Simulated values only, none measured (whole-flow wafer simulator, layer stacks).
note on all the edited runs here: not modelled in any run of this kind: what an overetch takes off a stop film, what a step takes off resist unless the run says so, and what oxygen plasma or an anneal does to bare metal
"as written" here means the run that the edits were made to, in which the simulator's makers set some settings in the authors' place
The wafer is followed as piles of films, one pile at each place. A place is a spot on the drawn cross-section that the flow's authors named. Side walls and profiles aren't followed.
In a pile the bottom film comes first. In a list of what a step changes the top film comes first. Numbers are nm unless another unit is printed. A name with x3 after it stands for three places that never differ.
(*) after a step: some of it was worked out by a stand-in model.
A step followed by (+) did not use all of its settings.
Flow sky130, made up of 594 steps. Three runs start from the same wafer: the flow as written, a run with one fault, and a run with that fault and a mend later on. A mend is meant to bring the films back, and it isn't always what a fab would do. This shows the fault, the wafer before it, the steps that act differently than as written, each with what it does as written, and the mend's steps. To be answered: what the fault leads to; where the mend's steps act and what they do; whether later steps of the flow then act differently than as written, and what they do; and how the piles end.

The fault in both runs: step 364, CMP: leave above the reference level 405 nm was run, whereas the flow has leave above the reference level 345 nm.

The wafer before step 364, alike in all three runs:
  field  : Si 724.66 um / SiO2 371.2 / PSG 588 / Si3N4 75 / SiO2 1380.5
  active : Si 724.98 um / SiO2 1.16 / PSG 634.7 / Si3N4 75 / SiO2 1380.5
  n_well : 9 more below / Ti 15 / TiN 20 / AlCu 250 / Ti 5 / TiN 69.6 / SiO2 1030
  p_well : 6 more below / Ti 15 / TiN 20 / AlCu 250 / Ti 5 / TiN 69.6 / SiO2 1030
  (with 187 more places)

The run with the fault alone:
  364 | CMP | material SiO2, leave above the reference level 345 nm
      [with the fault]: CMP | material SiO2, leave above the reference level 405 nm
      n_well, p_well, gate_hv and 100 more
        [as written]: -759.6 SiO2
        [with the fault]: -699.6 SiO2
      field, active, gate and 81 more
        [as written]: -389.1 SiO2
        [with the fault]: -329.1 SiO2
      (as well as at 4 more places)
  Later steps of the flow acting differently than as written (not shown: 9 more steps that differ only slightly, by at most 2% or 0.5 nm, whichever is larger):
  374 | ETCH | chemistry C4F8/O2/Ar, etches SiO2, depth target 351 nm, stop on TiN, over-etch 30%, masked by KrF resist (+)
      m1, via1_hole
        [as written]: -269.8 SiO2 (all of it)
        [with the fault]: -329.8 SiO2 (all of it)
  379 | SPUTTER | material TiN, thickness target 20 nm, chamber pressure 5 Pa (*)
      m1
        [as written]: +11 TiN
        [with the fault]: +9.89 TiN
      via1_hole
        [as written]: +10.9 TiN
        [with the fault]: +9.87 TiN
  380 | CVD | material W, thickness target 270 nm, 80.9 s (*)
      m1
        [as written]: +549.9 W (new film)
        [with the fault]: +610.9 W (new film)
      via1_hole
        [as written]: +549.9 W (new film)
        [with the fault]: +611 W (new film)
  At n_well, p_well, gate_hv and 111 more, the piles at the end differ from the flow's by more than 2% or 0.5 nm, whichever is larger.
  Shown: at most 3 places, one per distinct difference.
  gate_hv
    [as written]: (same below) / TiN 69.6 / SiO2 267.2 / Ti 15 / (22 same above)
    [with the fault]: (same below) / TiN 69.6 / SiO2 327.2 / Ti 15 / (22 same above)
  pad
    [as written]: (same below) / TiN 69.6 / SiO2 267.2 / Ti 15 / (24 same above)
    [with the fault]: (same below) / TiN 69.6 / SiO2 327.2 / Ti 15 / (24 same above)
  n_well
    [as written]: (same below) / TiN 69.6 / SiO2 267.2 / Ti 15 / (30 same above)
    [with the fault]: (same below) / TiN 69.6 / SiO2 327.2 / Ti 15 / (30 same above)

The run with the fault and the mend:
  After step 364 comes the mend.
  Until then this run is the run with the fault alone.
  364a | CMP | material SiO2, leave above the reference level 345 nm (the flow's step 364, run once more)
      field, active, n_well and 188 more
        -60 SiO2
  Later steps of the flow that are run all act as written at every place that is followed.
  The piles end the same as the flow's at every place that both follow.
